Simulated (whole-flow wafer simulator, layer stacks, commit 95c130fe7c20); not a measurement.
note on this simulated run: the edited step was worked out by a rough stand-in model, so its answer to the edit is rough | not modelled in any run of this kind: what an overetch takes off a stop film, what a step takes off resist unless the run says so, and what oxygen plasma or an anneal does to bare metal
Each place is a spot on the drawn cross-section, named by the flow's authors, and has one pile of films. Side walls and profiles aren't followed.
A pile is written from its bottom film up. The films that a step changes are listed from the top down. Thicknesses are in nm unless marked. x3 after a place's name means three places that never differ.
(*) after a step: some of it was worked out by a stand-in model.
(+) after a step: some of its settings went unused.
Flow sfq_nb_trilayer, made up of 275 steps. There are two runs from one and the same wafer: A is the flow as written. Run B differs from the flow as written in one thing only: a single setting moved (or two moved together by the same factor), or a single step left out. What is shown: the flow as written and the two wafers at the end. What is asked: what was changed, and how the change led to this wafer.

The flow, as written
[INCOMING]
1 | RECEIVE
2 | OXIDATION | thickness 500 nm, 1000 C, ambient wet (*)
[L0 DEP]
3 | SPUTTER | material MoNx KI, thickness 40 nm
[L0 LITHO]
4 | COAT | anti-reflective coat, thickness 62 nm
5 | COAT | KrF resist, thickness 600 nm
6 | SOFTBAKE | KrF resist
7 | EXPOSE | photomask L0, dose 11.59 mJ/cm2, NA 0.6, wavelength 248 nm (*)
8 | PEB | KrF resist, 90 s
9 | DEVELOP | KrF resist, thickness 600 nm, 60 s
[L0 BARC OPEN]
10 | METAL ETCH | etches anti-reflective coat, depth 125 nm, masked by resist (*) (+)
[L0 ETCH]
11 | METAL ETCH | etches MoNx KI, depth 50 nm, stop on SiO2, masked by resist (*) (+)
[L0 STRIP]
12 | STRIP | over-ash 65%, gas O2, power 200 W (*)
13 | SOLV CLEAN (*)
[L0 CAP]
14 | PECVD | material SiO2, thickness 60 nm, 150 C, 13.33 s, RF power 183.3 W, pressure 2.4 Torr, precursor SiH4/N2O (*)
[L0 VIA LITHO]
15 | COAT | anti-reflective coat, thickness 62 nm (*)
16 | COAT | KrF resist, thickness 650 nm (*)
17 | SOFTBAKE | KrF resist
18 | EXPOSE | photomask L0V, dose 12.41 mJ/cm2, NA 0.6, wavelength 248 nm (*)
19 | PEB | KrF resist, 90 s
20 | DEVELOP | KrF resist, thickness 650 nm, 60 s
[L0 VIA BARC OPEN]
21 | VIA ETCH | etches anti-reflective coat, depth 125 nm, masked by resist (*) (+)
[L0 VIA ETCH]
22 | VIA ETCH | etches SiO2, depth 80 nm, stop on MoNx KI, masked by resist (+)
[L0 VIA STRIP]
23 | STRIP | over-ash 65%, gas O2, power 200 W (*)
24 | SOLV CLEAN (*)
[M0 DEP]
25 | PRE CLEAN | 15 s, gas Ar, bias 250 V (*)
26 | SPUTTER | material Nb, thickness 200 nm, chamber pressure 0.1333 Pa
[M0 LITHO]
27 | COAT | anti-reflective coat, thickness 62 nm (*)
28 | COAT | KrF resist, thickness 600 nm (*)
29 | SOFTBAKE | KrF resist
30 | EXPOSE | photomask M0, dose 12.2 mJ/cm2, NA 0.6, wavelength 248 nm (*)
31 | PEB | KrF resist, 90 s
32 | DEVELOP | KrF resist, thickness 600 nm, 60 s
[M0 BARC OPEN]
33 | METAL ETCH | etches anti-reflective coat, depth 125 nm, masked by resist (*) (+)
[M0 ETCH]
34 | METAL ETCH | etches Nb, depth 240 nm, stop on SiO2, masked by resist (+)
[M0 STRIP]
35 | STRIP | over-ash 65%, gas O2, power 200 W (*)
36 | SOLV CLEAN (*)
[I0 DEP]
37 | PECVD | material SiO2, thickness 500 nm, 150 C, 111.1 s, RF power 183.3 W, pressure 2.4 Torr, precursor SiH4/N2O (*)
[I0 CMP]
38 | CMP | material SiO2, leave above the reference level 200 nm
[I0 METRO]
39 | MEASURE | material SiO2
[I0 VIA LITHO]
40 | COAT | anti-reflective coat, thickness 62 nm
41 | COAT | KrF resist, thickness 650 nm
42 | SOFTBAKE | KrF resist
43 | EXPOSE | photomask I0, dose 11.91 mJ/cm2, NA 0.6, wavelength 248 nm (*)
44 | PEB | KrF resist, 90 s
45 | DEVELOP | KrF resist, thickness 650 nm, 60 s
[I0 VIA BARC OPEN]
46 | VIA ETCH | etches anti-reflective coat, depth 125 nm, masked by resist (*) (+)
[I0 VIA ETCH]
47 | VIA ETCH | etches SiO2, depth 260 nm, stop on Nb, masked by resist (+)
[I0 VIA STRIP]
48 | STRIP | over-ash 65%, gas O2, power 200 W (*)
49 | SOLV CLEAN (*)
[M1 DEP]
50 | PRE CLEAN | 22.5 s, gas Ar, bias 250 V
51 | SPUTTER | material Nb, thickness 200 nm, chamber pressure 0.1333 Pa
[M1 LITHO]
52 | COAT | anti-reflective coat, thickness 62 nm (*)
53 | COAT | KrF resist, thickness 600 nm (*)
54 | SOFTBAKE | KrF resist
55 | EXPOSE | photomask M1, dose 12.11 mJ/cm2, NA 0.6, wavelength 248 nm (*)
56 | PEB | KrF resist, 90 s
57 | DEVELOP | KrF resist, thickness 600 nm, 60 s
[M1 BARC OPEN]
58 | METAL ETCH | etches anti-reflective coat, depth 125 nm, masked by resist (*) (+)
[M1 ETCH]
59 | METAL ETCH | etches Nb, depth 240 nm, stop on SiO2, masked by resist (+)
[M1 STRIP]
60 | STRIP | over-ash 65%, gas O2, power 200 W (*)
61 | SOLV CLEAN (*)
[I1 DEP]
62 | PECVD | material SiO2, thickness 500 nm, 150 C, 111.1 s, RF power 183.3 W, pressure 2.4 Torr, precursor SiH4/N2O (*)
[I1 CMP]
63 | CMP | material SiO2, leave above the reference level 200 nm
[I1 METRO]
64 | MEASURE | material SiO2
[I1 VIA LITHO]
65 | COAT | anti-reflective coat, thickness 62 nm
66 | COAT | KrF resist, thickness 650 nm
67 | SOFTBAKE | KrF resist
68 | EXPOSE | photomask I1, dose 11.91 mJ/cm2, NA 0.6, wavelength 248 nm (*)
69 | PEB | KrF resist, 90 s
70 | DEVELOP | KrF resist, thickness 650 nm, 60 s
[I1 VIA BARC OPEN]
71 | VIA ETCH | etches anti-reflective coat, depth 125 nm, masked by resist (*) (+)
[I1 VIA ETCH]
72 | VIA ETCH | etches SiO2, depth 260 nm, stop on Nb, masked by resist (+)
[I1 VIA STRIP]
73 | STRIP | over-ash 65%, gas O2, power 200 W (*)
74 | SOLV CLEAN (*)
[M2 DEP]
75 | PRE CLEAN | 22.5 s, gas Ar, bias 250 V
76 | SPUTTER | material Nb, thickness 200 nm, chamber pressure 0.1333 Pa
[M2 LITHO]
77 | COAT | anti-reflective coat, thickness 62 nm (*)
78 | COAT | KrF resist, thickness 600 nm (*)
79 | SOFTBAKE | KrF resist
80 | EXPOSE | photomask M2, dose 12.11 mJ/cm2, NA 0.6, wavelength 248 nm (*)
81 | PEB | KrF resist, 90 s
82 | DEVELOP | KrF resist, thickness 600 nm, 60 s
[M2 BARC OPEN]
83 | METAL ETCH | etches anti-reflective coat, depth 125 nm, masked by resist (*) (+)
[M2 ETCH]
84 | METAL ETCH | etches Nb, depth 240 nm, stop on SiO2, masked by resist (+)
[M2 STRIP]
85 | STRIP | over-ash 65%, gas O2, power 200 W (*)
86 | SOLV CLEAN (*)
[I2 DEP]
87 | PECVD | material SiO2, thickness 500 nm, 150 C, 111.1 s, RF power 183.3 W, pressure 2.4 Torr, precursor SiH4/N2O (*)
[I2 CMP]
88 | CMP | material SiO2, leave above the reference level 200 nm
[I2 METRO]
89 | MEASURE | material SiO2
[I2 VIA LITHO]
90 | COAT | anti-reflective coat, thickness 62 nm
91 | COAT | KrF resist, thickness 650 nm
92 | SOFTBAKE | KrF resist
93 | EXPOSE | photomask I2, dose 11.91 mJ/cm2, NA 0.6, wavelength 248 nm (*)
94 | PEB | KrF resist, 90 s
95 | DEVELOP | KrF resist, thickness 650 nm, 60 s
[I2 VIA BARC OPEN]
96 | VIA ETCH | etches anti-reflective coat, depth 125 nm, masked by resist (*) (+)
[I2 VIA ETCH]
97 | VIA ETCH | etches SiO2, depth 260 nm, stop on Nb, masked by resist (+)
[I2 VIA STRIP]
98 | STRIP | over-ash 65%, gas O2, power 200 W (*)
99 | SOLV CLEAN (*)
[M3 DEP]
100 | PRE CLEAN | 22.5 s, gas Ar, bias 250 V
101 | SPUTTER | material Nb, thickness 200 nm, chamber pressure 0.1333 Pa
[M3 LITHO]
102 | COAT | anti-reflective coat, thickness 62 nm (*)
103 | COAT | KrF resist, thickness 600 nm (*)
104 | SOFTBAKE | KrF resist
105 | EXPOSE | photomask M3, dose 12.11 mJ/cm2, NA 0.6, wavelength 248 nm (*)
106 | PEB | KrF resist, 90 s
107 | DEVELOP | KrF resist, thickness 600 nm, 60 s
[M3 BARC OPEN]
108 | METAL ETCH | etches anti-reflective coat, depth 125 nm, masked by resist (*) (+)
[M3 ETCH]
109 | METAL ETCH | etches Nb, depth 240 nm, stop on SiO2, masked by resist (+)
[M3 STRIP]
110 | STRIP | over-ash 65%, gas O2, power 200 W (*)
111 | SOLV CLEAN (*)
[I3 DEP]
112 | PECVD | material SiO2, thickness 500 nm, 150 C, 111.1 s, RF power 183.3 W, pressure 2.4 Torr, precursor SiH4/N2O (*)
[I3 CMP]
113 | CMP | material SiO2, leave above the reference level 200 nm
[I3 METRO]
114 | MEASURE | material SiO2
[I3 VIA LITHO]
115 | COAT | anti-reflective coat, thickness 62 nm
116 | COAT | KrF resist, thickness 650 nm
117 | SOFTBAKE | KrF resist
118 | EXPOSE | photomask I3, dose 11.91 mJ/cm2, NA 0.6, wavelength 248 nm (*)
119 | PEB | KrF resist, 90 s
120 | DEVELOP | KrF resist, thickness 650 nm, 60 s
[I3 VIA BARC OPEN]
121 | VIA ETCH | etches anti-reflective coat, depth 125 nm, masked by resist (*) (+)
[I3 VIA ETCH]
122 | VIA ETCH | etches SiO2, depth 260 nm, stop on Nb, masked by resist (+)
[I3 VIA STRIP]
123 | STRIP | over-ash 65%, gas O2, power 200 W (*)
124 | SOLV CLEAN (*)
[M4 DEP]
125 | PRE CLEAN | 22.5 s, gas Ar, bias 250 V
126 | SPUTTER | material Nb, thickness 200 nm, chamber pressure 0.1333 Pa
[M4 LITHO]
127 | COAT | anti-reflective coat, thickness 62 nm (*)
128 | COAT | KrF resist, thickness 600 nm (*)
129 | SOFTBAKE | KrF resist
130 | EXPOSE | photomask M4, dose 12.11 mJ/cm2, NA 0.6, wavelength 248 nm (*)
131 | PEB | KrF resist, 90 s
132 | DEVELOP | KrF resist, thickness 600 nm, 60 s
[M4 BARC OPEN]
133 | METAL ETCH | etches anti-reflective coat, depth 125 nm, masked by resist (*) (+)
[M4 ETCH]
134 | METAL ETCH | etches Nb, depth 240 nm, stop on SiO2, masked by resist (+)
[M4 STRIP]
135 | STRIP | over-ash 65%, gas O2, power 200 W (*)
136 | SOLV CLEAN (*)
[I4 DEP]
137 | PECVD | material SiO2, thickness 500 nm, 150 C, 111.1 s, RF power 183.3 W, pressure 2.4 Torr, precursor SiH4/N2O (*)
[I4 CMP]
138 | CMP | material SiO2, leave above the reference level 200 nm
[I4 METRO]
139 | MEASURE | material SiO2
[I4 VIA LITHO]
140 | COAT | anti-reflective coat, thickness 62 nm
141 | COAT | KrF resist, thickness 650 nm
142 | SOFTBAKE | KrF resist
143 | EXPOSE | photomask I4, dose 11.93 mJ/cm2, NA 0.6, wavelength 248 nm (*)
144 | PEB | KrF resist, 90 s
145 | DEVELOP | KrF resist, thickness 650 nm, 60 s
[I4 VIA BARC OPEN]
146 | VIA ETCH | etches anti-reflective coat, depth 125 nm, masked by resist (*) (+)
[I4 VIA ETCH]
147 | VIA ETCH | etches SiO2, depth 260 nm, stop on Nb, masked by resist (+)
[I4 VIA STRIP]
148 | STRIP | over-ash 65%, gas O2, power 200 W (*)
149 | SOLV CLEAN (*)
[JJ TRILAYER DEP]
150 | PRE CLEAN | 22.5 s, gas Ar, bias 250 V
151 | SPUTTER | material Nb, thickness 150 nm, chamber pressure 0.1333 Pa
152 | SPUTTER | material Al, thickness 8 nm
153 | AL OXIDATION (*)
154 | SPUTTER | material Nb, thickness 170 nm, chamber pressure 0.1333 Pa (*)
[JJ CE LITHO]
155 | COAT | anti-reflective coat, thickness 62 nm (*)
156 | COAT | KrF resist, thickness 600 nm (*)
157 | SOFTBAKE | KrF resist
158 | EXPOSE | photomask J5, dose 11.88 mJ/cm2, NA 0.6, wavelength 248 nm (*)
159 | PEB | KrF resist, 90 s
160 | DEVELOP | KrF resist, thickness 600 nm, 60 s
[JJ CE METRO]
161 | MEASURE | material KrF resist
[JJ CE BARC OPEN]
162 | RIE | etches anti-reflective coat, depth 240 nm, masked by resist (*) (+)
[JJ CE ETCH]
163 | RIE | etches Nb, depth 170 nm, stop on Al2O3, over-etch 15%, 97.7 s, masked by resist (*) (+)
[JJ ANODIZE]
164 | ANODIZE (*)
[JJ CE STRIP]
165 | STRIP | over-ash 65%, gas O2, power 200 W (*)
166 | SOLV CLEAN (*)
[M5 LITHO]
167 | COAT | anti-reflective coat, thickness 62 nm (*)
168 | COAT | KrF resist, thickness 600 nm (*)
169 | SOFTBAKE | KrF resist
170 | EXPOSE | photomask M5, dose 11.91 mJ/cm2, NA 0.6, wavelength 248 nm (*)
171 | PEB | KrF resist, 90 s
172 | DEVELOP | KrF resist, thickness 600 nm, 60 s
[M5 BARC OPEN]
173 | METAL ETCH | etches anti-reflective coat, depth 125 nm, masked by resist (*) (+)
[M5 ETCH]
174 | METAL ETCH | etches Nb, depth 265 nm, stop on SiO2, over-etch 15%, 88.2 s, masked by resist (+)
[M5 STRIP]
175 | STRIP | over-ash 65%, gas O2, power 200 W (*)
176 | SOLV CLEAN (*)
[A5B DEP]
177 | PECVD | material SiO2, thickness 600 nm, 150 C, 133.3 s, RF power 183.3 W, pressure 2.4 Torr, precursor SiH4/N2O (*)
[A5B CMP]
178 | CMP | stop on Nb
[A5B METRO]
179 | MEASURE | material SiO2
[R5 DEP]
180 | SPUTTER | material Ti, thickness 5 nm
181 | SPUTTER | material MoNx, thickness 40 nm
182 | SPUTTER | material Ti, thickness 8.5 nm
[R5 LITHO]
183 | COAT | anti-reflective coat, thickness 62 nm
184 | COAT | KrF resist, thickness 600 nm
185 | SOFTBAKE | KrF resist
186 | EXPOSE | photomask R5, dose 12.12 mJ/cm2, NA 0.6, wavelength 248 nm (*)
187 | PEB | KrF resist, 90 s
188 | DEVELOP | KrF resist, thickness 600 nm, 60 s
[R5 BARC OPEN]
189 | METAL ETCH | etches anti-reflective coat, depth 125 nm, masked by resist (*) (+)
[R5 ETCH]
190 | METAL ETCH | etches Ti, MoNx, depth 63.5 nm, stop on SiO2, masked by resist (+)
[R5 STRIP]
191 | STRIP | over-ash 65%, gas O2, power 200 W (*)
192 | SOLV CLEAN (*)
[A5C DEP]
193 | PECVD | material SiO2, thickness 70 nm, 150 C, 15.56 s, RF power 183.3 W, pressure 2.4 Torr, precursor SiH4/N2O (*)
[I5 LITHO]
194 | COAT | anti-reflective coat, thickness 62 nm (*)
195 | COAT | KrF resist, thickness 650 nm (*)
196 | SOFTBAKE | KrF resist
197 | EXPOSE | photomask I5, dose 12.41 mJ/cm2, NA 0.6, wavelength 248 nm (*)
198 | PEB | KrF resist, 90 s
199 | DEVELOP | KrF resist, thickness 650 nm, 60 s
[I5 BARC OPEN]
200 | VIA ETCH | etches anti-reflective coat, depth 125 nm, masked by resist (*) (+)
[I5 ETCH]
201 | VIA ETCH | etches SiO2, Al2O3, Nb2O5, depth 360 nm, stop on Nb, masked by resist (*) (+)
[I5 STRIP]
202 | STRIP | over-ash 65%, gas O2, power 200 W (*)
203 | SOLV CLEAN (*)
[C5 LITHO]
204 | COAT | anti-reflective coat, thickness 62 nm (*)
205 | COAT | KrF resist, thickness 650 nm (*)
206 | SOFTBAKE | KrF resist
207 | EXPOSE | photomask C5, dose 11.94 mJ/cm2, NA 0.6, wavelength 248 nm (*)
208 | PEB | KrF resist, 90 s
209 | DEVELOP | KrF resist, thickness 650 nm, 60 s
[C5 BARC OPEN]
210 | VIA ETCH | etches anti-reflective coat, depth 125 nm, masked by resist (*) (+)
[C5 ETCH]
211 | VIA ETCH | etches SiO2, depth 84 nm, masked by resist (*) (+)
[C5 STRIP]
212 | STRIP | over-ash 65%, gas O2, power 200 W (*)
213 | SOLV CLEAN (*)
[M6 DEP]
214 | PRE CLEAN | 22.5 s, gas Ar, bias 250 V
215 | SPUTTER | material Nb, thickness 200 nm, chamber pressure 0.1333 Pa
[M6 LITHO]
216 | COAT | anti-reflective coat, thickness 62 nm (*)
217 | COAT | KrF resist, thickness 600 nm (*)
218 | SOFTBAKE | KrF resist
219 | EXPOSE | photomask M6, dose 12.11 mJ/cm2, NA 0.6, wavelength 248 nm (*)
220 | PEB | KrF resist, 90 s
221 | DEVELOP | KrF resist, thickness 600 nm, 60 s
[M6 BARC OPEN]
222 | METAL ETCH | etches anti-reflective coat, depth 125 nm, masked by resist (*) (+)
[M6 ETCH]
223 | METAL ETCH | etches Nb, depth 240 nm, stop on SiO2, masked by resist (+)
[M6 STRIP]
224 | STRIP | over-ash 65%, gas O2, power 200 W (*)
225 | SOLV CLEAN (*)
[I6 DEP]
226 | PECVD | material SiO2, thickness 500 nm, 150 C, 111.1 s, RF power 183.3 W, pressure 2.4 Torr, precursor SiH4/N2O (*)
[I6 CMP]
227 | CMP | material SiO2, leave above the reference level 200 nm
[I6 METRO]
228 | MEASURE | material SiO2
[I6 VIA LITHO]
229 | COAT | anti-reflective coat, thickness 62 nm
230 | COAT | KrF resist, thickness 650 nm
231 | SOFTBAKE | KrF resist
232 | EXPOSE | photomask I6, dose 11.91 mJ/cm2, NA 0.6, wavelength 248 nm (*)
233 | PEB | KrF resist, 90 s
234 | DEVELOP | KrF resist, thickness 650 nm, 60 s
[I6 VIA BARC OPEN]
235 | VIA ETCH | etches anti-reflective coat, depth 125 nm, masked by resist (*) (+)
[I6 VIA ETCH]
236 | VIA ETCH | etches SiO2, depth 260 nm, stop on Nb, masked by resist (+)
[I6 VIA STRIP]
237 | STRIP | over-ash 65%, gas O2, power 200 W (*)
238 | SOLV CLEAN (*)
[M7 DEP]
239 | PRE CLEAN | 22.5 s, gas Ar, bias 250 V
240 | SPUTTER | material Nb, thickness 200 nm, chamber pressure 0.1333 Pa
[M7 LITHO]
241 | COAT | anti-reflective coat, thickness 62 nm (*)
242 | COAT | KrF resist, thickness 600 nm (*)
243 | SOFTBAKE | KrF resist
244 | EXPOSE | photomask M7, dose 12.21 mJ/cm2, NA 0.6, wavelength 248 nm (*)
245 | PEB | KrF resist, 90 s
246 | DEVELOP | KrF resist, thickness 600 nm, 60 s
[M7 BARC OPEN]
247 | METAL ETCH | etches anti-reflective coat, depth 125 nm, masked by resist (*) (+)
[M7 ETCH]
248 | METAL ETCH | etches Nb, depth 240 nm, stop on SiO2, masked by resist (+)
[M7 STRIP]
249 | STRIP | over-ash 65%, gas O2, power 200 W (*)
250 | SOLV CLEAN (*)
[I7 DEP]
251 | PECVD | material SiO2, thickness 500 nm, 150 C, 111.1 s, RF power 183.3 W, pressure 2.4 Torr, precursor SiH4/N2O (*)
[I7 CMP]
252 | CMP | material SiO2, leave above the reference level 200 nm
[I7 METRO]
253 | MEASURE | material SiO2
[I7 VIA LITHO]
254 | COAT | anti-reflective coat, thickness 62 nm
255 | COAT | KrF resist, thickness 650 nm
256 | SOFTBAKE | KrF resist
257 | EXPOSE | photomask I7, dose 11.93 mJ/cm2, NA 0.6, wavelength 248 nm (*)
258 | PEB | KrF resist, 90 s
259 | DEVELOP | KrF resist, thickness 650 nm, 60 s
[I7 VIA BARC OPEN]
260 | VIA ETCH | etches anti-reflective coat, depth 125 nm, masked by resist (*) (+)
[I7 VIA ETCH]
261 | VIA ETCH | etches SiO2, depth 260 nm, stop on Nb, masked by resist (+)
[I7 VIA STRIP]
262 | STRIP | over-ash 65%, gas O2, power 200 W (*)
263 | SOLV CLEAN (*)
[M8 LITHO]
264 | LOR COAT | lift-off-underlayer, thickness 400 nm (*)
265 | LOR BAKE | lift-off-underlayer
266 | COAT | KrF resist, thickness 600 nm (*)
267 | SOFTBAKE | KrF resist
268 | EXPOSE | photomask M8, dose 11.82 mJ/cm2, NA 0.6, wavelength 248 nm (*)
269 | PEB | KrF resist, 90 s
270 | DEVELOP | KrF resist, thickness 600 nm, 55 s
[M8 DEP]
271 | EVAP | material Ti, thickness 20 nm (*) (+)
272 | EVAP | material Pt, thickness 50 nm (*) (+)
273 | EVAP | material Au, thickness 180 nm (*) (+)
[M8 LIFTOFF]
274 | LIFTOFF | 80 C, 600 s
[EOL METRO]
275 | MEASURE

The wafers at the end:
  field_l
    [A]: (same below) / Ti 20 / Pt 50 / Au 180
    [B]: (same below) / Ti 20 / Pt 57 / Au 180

Cause: step 272, EVAP: thickness 57 nm was run, whereas the flow has thickness 50 nm.
The wafer lets one read it off: field_l has Pt 57, and step 272 as written asks for 50 nm.

Step by step, how the change led to this:
  272 | EVAP | material Pt, thickness 50 nm (*) (+)
      field_l, v_sur, via_wl and 103 more: A +50 Pt (new film) | B +57 Pt (new film)
  274 | LIFTOFF | 80 C, 600 s
      p4_fl, p4_fm, p4_w1 and 71 more: A -180 Au (all of it), -50 Pt (all of it), -20 Ti (all of it), -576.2 KrF resist (all of it), -400 lift-off-underlayer (all of it) | B -180 Au (all of it), -57 Pt (all of it), -20 Ti (all of it), -576.2 KrF resist (all of it), -400 lift-off-underlayer (all of it)
      c5j, ce_r: A -180 Au (all of it), -50 Pt (all of it), -20 Ti (all of it), -573.3 KrF resist (all of it), -399.3 lift-off-underlayer (all of it) | B -180 Au (all of it), -57 Pt (all of it), -20 Ti (all of it), -573.3 KrF resist (all of it), -399.3 lift-off-underlayer (all of it)
      (and at 19 other places as well)
